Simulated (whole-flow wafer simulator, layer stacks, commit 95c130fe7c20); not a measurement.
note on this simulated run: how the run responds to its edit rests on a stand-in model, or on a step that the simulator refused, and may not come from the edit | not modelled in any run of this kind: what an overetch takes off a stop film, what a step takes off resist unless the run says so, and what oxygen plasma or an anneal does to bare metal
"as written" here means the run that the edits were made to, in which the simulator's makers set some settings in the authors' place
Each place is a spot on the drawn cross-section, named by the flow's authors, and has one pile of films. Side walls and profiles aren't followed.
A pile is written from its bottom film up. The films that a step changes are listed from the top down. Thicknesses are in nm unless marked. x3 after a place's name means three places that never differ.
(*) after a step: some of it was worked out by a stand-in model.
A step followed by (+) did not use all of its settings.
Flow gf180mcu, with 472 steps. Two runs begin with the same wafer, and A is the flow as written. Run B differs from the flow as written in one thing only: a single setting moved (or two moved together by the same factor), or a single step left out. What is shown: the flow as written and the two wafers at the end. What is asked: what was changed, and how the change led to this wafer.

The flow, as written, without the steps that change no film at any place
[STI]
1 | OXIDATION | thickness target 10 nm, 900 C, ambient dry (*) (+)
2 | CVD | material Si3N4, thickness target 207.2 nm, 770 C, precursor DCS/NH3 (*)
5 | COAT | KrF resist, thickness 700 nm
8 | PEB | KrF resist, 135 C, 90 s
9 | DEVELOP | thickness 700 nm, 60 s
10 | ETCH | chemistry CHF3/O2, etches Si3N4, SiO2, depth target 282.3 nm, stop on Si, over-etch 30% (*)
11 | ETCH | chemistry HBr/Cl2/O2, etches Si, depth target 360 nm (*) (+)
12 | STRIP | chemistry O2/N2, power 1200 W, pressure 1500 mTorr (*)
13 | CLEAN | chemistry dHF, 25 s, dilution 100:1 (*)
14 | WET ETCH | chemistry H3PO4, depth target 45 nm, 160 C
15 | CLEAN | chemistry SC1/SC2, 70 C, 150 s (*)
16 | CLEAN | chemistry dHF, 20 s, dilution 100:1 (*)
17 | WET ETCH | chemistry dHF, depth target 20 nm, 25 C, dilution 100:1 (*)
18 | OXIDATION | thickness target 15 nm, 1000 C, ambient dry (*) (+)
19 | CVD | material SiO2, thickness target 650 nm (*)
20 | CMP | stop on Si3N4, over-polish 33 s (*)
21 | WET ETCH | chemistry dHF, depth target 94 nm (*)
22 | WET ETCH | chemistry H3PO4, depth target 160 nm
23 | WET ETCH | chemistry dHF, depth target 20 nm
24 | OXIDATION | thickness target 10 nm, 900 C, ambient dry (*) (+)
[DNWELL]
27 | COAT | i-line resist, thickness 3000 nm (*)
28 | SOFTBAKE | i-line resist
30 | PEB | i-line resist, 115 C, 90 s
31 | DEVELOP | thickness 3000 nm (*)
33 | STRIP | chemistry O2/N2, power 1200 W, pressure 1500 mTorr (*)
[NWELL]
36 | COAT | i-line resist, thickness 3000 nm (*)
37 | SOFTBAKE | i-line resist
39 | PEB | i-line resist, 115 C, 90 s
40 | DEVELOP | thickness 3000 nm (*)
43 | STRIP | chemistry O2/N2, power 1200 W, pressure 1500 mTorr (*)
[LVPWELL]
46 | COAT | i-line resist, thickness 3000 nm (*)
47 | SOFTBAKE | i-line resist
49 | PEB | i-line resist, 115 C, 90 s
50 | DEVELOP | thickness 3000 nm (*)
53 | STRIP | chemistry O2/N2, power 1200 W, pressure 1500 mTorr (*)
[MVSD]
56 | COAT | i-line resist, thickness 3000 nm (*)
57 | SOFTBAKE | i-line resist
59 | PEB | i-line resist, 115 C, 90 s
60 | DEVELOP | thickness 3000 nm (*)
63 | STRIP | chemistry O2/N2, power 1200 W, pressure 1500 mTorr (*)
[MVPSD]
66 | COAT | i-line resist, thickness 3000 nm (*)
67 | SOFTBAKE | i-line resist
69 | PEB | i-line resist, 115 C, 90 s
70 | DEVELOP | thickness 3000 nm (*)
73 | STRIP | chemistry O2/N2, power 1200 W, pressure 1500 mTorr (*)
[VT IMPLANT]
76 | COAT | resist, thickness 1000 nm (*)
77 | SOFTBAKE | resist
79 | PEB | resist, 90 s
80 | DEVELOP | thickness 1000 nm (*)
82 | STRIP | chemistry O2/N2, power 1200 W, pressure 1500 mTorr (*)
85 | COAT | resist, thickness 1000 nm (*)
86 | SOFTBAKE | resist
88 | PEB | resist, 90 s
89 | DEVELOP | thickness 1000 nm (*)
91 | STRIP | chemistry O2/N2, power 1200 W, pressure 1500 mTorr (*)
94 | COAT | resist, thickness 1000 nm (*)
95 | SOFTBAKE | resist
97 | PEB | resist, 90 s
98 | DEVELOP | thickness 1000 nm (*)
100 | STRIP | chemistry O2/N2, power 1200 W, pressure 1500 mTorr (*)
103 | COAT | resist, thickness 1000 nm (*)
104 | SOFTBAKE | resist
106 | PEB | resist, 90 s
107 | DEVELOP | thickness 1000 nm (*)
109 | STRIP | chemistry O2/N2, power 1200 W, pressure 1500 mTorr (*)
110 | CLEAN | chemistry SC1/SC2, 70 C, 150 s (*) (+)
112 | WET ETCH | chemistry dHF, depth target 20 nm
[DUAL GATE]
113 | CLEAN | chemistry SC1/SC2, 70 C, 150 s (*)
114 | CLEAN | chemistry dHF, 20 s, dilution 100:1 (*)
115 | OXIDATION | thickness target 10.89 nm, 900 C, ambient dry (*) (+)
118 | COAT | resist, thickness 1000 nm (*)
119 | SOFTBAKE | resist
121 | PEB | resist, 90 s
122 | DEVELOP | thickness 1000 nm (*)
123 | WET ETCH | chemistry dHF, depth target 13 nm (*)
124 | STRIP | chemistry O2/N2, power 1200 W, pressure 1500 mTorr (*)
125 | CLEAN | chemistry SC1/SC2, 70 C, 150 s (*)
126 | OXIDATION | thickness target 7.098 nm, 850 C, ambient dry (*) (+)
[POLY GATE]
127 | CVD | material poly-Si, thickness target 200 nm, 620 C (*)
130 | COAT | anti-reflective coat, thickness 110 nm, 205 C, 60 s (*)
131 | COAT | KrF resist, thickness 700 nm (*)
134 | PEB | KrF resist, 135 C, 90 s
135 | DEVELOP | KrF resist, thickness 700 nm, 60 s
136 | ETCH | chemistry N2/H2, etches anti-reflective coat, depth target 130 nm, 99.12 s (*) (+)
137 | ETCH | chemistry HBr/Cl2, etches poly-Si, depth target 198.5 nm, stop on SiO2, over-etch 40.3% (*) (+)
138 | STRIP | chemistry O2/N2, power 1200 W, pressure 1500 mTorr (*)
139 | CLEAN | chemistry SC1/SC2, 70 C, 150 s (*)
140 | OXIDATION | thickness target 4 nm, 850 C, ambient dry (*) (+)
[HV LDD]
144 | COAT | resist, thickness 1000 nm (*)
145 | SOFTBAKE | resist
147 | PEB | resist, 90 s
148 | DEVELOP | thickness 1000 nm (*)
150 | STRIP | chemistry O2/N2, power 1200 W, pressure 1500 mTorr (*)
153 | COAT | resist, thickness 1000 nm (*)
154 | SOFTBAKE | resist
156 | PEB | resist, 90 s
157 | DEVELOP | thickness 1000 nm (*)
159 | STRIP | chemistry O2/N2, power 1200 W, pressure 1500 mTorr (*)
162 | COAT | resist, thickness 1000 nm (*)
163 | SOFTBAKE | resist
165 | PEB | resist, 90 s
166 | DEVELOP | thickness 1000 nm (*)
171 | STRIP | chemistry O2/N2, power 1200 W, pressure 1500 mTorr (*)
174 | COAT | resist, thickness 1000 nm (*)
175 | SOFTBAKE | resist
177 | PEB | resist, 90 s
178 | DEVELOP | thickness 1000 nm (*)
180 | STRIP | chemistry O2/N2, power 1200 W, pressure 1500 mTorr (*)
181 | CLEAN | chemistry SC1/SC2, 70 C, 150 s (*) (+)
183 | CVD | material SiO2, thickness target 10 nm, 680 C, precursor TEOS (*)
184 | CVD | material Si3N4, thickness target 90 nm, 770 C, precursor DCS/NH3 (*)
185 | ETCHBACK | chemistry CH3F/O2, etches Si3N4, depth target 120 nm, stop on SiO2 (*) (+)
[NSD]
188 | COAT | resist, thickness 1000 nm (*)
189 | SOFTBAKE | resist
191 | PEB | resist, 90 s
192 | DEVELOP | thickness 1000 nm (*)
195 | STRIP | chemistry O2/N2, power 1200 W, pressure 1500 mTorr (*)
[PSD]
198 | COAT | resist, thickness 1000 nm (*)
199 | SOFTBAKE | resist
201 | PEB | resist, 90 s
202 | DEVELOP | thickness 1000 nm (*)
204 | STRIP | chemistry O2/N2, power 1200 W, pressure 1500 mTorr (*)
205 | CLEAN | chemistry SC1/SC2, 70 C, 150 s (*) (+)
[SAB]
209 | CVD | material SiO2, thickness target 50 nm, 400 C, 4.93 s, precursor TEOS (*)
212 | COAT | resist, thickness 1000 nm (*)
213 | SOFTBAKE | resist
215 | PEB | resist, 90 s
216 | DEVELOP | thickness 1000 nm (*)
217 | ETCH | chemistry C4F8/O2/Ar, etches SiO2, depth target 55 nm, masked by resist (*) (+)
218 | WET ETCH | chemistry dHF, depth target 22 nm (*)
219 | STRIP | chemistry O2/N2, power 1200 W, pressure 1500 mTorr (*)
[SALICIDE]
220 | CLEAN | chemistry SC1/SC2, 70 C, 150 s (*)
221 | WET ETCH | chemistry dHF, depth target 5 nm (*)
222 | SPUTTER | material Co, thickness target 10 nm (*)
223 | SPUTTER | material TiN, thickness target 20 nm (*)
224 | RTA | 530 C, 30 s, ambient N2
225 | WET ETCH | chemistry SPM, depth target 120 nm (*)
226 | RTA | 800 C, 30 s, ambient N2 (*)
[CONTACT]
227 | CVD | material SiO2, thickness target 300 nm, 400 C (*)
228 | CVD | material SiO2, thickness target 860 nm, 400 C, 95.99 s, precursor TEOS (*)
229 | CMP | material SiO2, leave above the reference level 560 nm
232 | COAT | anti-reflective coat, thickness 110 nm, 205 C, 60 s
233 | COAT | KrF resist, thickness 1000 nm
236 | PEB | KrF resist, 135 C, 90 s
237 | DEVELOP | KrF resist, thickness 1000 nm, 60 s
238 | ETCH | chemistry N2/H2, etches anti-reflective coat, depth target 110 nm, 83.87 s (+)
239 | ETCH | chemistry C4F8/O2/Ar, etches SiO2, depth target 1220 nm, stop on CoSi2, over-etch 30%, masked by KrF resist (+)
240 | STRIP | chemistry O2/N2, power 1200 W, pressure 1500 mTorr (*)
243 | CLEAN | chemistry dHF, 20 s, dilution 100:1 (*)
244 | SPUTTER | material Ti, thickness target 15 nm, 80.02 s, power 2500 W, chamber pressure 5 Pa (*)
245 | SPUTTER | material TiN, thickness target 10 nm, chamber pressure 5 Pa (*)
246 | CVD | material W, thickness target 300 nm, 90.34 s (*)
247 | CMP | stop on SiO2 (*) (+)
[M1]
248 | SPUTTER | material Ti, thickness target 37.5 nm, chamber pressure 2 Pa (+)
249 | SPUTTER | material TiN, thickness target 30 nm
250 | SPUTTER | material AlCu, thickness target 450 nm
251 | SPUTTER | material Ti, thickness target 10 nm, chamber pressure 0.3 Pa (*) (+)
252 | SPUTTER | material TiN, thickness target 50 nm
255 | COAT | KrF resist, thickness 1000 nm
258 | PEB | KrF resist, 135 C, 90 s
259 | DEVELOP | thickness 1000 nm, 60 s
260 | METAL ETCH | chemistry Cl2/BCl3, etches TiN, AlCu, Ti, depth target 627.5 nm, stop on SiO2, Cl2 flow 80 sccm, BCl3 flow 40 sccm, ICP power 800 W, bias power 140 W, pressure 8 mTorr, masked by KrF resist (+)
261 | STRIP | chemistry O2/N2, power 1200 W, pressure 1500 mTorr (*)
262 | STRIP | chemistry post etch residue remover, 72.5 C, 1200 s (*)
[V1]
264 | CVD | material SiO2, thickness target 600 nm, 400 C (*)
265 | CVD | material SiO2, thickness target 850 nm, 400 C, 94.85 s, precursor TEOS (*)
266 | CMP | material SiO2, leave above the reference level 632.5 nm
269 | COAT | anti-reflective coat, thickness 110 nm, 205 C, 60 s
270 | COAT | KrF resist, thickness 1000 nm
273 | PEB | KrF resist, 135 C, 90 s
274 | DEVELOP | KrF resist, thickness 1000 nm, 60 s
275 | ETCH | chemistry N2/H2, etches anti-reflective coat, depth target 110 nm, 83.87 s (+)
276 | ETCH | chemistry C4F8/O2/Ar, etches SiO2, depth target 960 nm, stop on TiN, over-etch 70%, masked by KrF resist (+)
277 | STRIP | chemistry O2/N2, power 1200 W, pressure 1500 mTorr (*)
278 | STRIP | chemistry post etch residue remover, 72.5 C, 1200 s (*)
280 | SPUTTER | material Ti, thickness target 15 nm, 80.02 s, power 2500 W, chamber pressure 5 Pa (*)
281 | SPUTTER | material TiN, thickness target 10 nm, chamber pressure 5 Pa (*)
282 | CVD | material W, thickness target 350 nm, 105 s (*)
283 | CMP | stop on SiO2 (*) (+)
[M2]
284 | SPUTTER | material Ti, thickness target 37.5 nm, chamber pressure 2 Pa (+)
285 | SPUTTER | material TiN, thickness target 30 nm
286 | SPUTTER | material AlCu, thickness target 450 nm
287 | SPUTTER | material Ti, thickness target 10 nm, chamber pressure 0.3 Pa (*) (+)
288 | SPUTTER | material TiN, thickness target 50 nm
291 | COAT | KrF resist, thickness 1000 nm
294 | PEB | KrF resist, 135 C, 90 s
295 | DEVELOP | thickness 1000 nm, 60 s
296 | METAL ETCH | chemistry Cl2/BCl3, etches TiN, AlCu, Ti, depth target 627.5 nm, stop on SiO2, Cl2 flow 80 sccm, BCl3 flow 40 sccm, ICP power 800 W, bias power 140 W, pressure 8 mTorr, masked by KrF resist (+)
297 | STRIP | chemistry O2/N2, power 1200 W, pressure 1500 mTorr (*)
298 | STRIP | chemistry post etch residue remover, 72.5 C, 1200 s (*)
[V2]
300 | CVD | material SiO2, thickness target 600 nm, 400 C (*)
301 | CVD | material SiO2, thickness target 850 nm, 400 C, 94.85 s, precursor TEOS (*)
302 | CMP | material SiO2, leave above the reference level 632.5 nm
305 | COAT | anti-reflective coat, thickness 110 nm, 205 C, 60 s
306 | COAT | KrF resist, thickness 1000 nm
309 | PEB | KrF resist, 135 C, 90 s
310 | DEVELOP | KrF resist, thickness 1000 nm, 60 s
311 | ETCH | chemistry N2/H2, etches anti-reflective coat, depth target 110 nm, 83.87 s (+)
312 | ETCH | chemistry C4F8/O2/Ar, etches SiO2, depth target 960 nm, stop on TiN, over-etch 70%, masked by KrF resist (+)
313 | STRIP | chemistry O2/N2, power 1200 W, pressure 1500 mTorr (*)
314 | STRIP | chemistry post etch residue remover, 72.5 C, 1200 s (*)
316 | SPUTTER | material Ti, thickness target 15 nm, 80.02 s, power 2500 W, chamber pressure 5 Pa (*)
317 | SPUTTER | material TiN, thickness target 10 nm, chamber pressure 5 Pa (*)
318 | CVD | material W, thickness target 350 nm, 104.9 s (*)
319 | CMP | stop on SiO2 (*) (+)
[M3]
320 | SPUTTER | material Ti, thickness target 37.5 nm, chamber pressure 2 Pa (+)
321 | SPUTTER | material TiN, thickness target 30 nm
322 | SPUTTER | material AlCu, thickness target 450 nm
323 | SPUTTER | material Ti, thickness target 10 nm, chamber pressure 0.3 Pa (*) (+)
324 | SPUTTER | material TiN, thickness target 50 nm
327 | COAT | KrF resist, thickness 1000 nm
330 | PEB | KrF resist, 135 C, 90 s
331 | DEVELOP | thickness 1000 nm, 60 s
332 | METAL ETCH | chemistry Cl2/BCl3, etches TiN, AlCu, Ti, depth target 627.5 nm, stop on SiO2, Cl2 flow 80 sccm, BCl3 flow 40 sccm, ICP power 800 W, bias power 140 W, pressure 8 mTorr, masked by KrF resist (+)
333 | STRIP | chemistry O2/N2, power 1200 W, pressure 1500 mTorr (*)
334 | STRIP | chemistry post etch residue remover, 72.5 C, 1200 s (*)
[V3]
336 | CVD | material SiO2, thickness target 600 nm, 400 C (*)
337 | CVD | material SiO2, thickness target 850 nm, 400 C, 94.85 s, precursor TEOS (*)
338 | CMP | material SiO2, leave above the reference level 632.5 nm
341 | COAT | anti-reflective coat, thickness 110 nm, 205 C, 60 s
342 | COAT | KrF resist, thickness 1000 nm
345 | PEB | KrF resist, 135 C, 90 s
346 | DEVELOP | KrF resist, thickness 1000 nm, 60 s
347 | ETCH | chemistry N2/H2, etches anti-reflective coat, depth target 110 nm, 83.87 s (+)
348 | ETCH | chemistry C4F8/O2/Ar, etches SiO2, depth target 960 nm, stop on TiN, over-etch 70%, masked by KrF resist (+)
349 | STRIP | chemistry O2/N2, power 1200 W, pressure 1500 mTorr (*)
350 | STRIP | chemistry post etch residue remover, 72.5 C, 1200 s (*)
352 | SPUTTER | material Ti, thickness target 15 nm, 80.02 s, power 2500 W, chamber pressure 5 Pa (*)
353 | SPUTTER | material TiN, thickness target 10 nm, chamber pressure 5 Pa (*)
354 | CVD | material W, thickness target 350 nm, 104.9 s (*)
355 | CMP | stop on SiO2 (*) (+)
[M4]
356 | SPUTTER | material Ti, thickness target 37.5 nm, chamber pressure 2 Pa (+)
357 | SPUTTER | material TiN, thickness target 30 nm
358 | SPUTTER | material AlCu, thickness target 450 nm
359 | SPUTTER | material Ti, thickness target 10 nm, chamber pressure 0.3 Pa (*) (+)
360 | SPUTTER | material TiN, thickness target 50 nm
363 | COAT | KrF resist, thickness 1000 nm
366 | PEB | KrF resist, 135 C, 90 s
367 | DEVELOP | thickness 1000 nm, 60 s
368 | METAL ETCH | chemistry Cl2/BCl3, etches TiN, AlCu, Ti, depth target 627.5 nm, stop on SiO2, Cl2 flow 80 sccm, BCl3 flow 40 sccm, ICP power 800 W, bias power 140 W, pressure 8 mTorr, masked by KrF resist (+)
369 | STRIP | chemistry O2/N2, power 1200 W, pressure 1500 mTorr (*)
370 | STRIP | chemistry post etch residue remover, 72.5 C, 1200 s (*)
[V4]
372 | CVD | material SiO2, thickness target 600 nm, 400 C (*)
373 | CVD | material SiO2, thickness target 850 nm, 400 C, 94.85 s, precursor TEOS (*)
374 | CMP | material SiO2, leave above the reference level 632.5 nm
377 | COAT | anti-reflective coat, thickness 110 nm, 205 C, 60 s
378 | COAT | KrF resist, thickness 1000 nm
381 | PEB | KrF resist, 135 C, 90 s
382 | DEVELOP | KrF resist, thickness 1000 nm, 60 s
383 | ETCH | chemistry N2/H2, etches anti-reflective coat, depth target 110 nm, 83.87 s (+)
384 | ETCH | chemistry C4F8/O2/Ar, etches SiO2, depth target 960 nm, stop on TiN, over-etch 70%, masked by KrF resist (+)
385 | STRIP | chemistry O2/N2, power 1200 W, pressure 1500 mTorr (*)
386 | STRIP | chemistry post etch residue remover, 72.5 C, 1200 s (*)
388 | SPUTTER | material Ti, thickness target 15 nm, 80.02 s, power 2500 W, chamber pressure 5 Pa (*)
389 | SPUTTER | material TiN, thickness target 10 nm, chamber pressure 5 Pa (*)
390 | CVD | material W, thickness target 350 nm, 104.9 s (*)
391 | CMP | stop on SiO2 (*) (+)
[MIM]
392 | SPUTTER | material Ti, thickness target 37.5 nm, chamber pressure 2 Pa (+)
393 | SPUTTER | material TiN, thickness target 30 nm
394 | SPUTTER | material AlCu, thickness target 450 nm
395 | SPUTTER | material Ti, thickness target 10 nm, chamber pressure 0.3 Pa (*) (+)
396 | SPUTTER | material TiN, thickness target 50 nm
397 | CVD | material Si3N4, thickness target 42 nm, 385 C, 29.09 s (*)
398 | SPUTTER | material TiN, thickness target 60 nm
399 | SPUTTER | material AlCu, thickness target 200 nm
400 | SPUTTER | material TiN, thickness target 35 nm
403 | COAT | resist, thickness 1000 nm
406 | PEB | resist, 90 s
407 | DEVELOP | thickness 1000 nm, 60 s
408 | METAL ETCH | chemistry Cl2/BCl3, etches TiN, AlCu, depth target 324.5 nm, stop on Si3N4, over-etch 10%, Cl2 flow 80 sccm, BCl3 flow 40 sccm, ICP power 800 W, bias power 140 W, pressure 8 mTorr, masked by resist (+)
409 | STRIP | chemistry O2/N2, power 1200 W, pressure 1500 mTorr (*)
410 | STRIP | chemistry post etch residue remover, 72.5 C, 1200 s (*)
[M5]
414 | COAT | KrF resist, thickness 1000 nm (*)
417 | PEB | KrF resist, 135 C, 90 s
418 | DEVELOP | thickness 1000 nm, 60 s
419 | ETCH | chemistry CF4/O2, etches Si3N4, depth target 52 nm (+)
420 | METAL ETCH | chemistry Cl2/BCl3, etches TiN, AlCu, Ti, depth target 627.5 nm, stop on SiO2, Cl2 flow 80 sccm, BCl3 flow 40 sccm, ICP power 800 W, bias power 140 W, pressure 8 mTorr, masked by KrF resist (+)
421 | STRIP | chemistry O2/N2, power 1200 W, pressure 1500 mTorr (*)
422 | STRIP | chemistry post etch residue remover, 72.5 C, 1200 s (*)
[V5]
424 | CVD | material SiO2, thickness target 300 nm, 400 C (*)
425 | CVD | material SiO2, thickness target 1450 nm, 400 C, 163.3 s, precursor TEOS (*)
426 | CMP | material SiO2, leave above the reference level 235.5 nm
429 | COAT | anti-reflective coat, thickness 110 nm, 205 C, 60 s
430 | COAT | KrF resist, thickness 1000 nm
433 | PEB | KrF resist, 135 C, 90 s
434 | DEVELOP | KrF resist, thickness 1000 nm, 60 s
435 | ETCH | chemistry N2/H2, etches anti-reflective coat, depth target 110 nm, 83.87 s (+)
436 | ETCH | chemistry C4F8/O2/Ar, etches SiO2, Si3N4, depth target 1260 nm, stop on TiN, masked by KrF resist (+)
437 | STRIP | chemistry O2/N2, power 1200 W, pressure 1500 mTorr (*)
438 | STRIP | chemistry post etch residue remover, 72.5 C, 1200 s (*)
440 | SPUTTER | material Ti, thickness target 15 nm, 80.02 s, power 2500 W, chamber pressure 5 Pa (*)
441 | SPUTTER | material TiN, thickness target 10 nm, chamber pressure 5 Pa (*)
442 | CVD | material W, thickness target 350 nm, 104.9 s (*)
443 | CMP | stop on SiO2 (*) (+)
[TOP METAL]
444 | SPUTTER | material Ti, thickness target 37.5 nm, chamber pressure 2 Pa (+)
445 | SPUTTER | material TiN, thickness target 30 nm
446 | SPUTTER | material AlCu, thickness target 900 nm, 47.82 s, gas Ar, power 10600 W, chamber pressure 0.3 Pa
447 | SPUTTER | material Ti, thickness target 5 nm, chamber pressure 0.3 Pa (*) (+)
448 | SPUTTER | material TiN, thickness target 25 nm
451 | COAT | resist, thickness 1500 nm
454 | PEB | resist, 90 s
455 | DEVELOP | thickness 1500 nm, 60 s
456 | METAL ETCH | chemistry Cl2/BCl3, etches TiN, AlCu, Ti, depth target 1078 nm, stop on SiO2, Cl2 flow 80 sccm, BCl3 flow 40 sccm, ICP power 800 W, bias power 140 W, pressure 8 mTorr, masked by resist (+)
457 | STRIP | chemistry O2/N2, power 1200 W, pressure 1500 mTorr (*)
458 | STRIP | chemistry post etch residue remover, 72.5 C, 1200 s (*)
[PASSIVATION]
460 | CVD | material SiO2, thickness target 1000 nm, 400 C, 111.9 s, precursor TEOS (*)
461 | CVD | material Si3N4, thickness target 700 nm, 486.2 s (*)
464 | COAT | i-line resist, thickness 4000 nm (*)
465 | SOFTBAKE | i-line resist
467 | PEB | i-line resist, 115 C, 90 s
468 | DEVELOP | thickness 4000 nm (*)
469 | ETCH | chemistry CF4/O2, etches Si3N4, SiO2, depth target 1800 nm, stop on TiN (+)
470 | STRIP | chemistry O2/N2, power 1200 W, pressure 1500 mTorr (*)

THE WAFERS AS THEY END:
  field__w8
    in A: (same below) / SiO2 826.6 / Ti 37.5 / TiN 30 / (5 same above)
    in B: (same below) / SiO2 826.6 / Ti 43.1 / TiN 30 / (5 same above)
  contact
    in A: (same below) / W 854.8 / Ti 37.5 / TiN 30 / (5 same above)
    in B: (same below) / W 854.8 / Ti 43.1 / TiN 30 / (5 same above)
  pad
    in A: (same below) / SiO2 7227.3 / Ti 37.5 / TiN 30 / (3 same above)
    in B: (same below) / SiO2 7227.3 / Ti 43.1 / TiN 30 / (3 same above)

The reason: step 444, SPUTTER: thickness target 43.12 nm was run, while the flow as written has thickness target 37.5 nm.
The wafer lets one read it off: field__w8 has Ti 43.1, and step 444 as written asks for 37.5 nm.

How this came from the change, step by step:
  444 | SPUTTER | material Ti, thickness target 37.5 nm, chamber pressure 2 Pa (+)
      field, field__w1, field__w2 and 109 more: A Ti gains 37.5 (new film) | B Ti gains 43.1 (new film)
  456 | METAL ETCH | chemistry Cl2/BCl3, etches TiN, AlCu, Ti, depth target 1078 nm, stop on SiO2, Cl2 flow 80 sccm, BCl3 flow 40 sccm, ICP power 800 W, bias power 140 W, pressure 8 mTorr, masked by resist (+)
      field, field__w1, field__w2 and 103 more: A TiN loses 25 (all of it), Ti loses 5 (all of it), AlCu loses 900 (all of it), TiN loses 30 (all of it), Ti loses 37.5 (all of it) | B TiN loses 25 (all of it), Ti loses 5 (all of it), AlCu loses 900 (all of it), TiN loses 30 (all of it), Ti loses 43.1 (all of it)
  465 | SOFTBAKE | i-line resist
      field__w5, field__w9: A i-line resist gains 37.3 | B i-line resist gains 30.5
      field__w11, field__w13: A i-line resist gains 37.9 | B i-line resist gains 31.5
      (and at 56 other places as well)
